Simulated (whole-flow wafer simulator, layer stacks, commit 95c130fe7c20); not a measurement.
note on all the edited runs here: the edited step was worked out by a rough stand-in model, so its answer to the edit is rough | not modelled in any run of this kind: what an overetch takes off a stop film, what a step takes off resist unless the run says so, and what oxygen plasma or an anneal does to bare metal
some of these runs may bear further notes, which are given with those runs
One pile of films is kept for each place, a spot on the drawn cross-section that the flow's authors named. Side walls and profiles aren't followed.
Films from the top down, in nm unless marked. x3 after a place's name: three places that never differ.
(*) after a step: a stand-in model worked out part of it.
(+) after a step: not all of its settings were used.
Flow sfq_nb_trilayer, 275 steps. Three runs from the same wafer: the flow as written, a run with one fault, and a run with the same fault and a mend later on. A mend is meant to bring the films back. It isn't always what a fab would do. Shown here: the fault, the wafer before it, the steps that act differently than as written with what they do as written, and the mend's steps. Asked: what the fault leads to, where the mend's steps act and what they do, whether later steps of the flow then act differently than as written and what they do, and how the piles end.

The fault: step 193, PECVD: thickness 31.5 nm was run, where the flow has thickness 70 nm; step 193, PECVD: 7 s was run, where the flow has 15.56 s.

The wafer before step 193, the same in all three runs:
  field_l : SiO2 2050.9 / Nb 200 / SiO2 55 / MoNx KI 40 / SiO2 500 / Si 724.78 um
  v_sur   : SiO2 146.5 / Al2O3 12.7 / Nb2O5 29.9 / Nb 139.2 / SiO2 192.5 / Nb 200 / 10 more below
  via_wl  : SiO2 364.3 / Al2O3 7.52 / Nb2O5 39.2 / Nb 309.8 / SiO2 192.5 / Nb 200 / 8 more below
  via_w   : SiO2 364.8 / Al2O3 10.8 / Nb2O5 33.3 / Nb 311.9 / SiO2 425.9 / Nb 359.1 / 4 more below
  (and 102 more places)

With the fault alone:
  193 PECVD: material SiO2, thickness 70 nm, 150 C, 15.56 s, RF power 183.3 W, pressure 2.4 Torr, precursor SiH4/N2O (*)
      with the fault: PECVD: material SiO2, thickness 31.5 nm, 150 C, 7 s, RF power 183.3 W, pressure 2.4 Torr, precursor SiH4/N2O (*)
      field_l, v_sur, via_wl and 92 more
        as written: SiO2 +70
        with the fault: SiO2 +31.5
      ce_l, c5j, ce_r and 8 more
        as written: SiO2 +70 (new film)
        with the fault: SiO2 +31.5 (new film)
  Later steps of the flow that act differently than as written (8 more steps differ only slightly, by at most 2% or 0.5 nm, whichever is larger, and aren't shown):
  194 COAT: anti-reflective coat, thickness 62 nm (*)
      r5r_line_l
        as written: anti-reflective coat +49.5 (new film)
        with the fault: anti-reflective coat +48.4 (new film)
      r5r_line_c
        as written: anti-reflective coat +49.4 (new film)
        with the fault: anti-reflective coat +48.4 (new film)
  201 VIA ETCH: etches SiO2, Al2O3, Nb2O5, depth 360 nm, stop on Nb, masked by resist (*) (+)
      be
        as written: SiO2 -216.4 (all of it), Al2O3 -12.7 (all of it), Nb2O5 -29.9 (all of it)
        with the fault: SiO2 -177.9 (all of it), Al2O3 -12.7 (all of it), Nb2O5 -29.9 (all of it)
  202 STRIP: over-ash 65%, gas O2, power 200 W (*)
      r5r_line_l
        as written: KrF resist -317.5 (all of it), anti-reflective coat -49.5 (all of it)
        with the fault: KrF resist -317.4 (all of it), anti-reflective coat -48.4 (all of it)
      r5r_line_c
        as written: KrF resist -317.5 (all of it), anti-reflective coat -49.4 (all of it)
        with the fault: KrF resist -317.3 (all of it), anti-reflective coat -48.4 (all of it)
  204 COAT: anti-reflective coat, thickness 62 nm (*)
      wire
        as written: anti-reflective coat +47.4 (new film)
        with the fault: anti-reflective coat +48.8 (new film)
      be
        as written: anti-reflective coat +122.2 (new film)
        with the fault: anti-reflective coat +116.3 (new film)
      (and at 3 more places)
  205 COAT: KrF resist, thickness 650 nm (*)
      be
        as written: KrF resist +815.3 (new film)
        with the fault: KrF resist +787.9 (new film)
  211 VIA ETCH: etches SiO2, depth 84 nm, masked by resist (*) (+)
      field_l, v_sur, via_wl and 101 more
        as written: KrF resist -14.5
        with the fault: KrF resist -8.11
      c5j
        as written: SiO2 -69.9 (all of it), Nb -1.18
        with the fault: SiO2 -31.4 (all of it), Nb -1.3
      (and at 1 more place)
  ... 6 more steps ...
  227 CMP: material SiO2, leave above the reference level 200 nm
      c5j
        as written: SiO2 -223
        with the fault: SiO2 -256
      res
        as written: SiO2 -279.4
        with the fault: SiO2 -325
  At the end the piles differ from the flow's by more than 2% or 0.5 nm, whichever is larger, at v_sur, via_wl, via_w and 79 more.
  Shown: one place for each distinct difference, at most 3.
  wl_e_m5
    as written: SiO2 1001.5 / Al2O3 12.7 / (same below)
    with the fault: SiO2 963 / Al2O3 12.7 / (same below)
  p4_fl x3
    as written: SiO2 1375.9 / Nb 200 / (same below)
    with the fault: SiO2 1337.4 / Nb 200 / (same below)
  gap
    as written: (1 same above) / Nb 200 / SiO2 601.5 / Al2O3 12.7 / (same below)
    with the fault: (1 same above) / Nb 200 / SiO2 563 / Al2O3 12.7 / (same below)

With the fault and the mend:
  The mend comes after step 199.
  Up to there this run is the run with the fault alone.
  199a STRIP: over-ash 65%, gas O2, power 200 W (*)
      p4_fl x3, p4_w1 x9, p4_g1 x2 and 33 more
        KrF resist -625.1 (all of it), anti-reflective coat -62 (all of it)
      wl_b_m5, wl_b_sr, wl_c_sl and 12 more
        KrF resist -625 (all of it), anti-reflective coat -62 (all of it)
      v_sur, via_wl, via_w
        KrF resist -625.7 (all of it), anti-reflective coat -62.2 (all of it)
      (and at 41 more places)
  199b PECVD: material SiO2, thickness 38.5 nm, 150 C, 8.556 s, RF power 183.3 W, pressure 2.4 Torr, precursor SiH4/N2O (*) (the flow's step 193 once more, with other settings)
      field_l, v_sur, via_wl and 103 more
        SiO2 +38.5
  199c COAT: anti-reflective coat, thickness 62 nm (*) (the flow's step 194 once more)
      p4_fl x3, p4_w1 x9, p4_g1 x2 and 50 more
        anti-reflective coat +62 (new film)
      via_wr, via_sp, via_v, wire, lsp_r, l0_sur, l0v
        anti-reflective coat +62.3 (new film)
      be, be_sur, gap, lsp_m, ln_m6
        anti-reflective coat +62.4 (new film)
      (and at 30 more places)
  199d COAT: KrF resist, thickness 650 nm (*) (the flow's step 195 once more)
      p4_fl x3, p4_w1 x9, p4_g1 x2 and 33 more
        KrF resist +650 (new film)
      wl_b_m5, wl_b_sr, wl_c_sl and 12 more
        KrF resist +649.9 (new film)
      v_sur, via_wl, via_w
        KrF resist +650.6 (new film)
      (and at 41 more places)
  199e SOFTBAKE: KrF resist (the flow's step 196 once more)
      changes no film at any place that is followed
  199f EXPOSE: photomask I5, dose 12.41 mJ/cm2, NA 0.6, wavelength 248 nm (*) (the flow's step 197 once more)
      changes no film at any place that is followed
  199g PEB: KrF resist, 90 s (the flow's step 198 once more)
      field_l, v_sur, via_wl and 87 more
        KrF resist -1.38
      jj_sur, ce_l, sp_r, moat, field_r, wl_jj
        KrF resist -1.39
      be_r, r_sur, res, r_end
        KrF resist -1.33
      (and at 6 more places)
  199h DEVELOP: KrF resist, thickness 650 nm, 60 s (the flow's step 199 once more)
      field_l, v_sur, via_wl and 102 more
        KrF resist -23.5
      be
        KrF resist -649.8 (all of it)
  No later step of the flow acts differently than as written, at any place that is followed, by more than 2% or 0.5 nm, whichever is larger.
  At the end the piles are the same as the flow's at every place that both follow.
